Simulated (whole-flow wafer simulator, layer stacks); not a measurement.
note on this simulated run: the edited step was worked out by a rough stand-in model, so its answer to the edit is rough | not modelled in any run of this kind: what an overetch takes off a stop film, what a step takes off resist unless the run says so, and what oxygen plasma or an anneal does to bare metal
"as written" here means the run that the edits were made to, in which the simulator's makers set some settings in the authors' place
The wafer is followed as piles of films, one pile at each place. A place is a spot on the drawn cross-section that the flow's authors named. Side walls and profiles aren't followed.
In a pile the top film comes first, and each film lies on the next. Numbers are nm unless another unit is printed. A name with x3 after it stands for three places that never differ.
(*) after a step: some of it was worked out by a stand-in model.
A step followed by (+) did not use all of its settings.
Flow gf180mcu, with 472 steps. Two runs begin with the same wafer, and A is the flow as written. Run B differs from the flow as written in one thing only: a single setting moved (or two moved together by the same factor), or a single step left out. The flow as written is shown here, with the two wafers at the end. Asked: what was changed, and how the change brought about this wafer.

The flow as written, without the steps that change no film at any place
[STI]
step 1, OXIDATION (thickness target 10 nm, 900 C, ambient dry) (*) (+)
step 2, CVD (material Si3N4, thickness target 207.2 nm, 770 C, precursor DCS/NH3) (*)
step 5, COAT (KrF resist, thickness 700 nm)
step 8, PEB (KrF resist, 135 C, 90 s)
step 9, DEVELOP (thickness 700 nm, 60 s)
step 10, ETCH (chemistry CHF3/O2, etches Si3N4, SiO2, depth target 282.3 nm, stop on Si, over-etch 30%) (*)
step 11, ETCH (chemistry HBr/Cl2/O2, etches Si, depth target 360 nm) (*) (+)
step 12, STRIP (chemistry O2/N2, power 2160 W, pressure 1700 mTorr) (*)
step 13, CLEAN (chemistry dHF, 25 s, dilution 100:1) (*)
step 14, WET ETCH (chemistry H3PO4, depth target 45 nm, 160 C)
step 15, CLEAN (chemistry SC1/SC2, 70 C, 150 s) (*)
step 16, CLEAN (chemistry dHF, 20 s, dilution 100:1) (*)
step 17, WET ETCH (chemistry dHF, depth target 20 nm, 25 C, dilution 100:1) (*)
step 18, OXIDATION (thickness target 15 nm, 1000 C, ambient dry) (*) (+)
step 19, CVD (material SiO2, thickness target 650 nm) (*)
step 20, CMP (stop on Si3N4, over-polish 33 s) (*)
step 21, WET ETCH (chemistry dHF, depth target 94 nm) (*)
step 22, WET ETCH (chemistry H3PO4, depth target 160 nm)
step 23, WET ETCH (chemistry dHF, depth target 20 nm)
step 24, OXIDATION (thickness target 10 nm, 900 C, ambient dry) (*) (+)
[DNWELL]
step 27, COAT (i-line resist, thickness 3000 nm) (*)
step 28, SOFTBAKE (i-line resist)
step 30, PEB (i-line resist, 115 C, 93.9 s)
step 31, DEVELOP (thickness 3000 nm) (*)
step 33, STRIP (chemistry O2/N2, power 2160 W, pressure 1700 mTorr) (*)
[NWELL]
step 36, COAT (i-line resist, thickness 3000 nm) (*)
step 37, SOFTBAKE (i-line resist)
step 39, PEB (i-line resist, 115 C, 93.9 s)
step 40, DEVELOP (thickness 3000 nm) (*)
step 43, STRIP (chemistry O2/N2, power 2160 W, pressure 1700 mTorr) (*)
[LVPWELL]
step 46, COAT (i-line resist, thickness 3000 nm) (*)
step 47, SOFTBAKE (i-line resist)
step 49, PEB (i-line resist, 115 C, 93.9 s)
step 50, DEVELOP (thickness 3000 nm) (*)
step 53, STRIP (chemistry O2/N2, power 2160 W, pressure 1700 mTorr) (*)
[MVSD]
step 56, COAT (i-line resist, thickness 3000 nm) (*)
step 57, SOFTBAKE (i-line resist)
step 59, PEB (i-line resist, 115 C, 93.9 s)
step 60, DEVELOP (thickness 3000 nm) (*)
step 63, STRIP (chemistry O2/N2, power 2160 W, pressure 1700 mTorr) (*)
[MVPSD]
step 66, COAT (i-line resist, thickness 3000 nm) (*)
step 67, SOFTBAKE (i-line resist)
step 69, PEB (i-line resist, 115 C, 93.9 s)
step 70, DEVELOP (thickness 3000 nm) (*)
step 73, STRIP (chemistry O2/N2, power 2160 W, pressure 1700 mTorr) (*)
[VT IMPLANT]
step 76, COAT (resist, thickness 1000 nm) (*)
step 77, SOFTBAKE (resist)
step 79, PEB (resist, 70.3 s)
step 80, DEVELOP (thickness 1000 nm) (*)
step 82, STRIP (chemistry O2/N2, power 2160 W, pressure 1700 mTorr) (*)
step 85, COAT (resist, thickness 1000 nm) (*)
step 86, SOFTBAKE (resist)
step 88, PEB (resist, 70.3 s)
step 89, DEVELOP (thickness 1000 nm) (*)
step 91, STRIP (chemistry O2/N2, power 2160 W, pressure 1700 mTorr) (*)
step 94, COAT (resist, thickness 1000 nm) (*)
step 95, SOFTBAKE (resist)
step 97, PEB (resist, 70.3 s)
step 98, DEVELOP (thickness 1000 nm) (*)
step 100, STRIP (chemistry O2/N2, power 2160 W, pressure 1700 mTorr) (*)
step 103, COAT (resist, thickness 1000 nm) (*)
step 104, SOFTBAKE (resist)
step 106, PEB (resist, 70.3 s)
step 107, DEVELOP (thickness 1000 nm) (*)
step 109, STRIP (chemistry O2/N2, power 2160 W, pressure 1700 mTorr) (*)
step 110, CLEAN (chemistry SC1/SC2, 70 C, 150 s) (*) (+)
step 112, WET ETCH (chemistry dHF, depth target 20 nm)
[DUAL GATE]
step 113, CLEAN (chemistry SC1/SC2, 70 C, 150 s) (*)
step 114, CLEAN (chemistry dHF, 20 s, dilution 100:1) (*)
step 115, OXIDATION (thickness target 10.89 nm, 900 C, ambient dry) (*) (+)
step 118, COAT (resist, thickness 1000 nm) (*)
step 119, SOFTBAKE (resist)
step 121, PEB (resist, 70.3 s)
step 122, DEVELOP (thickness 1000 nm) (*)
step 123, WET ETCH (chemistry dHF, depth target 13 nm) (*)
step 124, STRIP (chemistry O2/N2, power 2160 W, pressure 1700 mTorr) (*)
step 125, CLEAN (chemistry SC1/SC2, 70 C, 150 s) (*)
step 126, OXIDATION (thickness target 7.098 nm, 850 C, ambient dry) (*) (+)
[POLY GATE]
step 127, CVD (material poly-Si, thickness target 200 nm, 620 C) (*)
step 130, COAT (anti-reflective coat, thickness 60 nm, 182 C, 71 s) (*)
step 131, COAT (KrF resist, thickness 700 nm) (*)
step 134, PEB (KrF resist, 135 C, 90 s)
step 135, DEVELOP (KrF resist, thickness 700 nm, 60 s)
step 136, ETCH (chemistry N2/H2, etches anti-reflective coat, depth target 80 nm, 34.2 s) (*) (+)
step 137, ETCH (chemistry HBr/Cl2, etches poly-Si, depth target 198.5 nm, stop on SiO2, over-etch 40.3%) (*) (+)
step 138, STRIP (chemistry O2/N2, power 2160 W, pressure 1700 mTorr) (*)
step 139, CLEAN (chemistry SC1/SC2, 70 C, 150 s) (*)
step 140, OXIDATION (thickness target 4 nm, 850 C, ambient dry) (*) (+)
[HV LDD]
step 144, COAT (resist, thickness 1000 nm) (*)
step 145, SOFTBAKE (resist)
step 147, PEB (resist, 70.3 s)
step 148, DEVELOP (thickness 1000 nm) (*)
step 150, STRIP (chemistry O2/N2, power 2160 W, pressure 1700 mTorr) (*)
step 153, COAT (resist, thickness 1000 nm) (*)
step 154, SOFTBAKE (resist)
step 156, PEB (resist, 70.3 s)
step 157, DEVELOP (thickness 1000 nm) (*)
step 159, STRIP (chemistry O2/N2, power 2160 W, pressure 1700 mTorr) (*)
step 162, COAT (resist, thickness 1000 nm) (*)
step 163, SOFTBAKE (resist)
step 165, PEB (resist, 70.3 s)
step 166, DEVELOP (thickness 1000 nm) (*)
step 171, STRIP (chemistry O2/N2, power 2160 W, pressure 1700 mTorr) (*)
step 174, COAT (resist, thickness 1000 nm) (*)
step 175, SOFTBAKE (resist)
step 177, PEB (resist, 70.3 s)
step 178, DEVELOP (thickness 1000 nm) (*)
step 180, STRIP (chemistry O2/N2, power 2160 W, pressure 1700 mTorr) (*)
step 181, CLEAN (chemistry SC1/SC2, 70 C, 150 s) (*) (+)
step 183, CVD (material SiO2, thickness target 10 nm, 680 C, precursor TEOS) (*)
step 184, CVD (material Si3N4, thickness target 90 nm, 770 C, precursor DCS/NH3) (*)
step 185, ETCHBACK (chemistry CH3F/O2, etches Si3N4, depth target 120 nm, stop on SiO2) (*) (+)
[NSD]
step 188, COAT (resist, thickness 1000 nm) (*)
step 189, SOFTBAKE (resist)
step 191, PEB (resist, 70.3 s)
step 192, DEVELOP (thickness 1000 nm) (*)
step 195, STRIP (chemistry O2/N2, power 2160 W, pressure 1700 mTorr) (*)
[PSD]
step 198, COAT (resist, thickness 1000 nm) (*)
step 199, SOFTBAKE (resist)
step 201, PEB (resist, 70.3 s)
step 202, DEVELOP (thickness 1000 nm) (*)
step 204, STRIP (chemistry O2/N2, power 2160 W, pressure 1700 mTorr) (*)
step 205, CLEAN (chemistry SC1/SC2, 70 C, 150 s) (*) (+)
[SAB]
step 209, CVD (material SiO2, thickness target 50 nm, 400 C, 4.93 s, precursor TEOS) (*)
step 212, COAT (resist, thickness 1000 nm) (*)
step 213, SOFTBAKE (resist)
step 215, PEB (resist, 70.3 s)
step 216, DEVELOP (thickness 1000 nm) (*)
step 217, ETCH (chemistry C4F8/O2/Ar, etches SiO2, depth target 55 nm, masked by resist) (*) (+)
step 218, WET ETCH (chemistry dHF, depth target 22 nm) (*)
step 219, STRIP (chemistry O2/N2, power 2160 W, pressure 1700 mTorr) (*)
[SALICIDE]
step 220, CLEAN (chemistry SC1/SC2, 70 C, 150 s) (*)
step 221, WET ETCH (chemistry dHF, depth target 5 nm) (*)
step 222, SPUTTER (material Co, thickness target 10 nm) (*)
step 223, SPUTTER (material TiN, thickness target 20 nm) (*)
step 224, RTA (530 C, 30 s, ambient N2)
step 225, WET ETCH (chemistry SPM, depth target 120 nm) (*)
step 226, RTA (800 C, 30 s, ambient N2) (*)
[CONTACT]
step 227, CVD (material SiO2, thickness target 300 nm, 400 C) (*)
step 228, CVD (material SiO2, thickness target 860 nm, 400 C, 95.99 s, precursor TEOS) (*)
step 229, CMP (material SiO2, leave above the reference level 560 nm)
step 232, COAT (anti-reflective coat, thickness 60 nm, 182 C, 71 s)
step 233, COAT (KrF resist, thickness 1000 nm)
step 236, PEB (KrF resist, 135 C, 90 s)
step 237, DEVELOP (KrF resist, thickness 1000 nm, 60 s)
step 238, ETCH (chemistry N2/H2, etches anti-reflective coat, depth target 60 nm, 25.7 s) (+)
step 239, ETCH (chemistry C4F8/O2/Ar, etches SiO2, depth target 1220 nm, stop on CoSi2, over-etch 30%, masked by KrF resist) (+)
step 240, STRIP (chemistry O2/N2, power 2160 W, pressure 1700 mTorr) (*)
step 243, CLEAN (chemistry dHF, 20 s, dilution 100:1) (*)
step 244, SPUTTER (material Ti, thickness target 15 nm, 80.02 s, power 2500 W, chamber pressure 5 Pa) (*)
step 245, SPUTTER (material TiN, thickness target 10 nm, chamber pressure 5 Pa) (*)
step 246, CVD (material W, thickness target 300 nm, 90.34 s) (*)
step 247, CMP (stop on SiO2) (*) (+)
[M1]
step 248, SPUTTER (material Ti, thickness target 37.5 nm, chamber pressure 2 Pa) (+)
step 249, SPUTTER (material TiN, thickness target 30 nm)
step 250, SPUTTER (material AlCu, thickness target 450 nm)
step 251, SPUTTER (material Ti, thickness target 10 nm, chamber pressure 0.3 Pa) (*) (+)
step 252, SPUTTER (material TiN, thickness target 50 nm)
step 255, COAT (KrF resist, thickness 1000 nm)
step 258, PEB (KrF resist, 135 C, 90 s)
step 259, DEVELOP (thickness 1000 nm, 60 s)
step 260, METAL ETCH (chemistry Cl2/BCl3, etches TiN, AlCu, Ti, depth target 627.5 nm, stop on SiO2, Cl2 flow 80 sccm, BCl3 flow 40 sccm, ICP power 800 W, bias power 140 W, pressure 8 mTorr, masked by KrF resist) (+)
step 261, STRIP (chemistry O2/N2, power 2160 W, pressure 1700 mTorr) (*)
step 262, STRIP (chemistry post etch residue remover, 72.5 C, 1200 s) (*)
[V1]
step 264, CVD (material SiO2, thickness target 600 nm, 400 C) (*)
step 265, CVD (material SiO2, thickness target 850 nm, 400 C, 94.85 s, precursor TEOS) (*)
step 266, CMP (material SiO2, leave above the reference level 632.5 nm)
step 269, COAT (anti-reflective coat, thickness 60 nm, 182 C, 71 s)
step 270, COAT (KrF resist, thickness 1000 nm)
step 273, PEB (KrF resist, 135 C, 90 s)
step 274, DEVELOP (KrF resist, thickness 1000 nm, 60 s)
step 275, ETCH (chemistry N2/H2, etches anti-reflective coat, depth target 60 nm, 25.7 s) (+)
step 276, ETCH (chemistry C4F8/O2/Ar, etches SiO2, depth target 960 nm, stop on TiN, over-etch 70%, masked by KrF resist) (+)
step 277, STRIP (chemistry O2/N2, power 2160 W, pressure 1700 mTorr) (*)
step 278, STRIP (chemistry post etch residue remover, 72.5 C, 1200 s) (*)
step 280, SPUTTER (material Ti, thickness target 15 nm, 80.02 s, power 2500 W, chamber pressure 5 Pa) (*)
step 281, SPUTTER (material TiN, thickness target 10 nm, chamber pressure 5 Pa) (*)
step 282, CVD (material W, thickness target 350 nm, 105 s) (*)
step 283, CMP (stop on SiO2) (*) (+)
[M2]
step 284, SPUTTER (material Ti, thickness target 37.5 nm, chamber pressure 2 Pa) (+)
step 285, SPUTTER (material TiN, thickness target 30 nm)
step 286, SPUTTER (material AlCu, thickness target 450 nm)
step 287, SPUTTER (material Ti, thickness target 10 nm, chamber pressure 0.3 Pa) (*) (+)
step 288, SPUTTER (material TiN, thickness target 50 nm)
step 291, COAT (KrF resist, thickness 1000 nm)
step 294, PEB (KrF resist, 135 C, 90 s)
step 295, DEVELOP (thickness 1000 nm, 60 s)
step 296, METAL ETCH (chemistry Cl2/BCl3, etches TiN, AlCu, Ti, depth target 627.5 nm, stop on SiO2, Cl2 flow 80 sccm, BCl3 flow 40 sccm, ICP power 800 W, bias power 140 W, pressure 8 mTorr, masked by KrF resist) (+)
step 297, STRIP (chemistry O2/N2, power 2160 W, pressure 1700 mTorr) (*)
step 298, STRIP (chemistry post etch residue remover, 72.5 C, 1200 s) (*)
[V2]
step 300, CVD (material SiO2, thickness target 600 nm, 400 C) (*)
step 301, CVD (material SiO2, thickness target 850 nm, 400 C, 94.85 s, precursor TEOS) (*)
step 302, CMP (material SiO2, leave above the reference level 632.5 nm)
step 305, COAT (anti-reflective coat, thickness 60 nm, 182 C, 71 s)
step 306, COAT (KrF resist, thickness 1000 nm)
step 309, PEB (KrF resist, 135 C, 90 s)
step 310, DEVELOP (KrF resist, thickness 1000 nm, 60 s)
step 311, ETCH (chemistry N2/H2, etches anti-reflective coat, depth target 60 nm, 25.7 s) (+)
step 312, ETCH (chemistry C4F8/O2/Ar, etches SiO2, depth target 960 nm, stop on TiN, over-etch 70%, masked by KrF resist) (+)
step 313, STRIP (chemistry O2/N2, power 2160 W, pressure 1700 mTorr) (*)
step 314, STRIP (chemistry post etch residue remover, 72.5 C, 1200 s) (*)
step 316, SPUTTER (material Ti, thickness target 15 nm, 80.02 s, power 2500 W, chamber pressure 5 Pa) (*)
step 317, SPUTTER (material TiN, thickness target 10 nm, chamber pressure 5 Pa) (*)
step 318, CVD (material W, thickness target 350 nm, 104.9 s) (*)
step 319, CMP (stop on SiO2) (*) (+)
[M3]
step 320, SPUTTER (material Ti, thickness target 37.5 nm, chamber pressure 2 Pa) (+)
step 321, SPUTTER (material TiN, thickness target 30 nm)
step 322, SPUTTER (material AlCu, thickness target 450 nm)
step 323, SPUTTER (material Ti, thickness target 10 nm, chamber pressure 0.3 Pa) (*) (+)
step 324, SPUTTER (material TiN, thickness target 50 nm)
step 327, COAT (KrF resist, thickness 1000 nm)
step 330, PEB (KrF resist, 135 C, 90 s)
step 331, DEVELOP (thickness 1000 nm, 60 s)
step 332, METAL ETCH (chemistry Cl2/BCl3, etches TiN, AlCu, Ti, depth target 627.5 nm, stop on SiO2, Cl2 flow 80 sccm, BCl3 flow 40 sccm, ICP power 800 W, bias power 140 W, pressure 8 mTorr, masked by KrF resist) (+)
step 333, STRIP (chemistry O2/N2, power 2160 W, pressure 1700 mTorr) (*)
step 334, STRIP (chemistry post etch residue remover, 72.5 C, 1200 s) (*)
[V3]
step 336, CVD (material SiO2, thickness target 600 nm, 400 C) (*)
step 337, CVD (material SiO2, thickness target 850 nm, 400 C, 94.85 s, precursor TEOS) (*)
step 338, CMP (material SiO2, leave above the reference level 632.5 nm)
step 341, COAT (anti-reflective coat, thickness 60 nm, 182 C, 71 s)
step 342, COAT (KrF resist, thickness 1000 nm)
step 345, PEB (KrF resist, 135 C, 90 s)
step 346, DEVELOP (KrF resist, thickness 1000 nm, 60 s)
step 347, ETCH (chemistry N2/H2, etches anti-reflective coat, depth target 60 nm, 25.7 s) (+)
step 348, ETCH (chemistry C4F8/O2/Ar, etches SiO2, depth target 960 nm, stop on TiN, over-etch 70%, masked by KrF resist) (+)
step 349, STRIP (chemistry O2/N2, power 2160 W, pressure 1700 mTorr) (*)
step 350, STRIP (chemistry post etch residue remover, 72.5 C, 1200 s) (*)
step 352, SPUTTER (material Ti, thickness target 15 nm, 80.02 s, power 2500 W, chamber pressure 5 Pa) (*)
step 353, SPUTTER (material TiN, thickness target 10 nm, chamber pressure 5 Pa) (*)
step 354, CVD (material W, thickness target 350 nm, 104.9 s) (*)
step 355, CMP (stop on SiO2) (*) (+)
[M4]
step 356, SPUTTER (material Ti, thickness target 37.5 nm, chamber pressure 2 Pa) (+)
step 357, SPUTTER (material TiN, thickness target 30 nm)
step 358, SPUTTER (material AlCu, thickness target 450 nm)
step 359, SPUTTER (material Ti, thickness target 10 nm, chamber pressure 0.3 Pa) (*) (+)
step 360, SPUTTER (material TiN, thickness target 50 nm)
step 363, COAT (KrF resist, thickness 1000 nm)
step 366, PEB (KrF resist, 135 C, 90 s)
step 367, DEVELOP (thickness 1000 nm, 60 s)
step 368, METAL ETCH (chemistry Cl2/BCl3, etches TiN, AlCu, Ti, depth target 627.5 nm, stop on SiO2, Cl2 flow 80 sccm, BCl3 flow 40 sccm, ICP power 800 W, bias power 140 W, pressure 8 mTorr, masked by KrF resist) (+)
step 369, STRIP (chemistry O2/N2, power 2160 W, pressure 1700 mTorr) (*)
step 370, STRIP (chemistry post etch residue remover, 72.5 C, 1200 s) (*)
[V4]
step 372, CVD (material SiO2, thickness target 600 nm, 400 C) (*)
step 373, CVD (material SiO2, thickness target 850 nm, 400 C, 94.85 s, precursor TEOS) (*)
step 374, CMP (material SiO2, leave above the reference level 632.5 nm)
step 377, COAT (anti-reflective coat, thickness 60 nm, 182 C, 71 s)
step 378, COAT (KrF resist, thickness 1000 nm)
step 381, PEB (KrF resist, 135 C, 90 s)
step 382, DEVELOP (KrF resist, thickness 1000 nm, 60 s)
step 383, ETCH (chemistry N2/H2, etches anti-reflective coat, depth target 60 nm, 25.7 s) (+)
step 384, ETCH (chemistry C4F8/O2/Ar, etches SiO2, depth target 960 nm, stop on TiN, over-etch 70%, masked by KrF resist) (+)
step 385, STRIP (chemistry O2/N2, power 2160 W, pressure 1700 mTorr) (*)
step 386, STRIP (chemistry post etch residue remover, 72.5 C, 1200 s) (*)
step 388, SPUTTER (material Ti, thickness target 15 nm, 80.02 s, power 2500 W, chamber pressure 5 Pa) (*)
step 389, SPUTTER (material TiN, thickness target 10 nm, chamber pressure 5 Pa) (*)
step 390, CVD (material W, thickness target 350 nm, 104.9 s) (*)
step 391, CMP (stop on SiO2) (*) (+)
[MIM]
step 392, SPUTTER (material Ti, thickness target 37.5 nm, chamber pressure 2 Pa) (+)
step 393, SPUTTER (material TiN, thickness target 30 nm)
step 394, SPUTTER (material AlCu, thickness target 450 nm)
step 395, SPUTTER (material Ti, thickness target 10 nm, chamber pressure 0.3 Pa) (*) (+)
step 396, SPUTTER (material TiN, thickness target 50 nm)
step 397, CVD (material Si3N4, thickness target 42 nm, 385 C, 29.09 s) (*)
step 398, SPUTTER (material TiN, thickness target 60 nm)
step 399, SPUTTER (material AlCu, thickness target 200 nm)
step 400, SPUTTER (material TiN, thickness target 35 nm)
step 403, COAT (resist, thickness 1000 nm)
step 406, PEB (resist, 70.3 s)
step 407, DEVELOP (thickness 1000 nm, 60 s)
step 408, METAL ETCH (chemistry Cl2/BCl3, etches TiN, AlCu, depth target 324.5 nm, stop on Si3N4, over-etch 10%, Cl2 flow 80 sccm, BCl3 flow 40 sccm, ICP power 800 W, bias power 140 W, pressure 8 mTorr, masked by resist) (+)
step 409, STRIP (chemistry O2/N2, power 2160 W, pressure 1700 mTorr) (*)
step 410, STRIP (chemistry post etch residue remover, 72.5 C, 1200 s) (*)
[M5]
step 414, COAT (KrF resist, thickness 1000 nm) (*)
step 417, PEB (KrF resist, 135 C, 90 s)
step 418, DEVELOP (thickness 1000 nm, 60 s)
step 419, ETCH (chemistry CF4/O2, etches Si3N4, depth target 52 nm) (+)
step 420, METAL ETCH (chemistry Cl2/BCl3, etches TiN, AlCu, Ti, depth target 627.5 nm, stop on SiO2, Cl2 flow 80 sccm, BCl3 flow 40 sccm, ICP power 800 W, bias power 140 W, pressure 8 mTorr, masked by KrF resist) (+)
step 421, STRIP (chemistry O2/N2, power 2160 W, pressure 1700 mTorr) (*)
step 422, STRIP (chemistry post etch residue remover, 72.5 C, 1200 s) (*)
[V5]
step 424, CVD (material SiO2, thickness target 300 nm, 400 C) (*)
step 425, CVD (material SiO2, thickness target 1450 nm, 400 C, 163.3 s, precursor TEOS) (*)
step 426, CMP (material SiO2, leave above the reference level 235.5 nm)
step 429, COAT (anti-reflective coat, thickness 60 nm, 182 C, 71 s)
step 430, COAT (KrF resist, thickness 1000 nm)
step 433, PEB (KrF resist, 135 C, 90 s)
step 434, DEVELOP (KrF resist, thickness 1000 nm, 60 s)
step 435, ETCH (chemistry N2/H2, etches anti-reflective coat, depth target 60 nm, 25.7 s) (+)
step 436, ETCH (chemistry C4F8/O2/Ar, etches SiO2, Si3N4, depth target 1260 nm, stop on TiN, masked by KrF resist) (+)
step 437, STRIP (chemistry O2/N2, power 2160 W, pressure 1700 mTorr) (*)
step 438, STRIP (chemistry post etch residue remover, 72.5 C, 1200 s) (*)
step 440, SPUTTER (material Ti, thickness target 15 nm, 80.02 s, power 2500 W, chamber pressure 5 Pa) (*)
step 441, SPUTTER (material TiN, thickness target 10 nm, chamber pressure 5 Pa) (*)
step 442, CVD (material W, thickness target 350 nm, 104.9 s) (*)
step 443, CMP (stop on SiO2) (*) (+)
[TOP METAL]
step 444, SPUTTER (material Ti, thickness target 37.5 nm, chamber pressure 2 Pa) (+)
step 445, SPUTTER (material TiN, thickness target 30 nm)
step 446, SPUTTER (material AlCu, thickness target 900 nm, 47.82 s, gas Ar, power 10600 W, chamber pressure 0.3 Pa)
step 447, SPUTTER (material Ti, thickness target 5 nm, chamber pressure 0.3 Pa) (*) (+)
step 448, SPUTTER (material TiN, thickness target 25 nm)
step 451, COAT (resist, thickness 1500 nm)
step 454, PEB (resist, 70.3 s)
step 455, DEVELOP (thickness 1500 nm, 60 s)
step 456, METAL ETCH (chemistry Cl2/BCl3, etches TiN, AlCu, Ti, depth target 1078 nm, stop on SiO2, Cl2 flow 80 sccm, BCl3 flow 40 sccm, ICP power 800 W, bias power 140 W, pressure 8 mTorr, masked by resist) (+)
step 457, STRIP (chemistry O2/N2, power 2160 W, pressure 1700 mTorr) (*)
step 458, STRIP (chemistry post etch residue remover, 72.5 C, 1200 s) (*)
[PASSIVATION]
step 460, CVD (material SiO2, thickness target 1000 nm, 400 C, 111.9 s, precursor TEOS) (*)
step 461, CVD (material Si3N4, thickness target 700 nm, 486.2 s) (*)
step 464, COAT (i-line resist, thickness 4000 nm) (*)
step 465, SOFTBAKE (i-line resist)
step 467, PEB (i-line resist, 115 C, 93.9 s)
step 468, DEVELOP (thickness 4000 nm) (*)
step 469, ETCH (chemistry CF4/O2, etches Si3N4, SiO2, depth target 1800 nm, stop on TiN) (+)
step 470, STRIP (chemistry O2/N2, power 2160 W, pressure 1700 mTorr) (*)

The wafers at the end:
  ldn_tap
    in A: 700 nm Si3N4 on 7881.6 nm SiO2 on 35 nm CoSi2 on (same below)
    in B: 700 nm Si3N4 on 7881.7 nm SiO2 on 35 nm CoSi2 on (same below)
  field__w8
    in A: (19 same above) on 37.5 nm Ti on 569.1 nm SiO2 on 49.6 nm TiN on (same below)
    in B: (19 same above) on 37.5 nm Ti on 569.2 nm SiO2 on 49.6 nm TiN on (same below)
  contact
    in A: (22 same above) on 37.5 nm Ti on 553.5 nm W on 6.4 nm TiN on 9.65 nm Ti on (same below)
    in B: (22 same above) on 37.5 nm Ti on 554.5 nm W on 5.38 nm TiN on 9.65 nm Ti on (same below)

The reason: step 353, SPUTTER: thickness target 8.4 nm was run, while the flow as written has thickness target 10 nm.

Step by step, how the change led to this:
  step 353, SPUTTER (material TiN, thickness target 10 nm, chamber pressure 5 Pa) (*)
      field, field__w1, field__w2 and 107 more: A TiN gains 10 (new film) | B TiN gains 8.4 (new film)
      contact: A TiN gains 6.4 (new film) | B TiN gains 5.38 (new film)
  step 355, CMP (stop on SiO2) (*) (+)
      field, field__w1, field__w2 and 107 more: A W loses 350 (all of it), TiN loses 10 (all of it), Ti loses 15 (all of it), SiO2 loses 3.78 | B W loses 350 (all of it), TiN loses 8.4 (all of it), Ti loses 15 (all of it), SiO2 loses 3.77
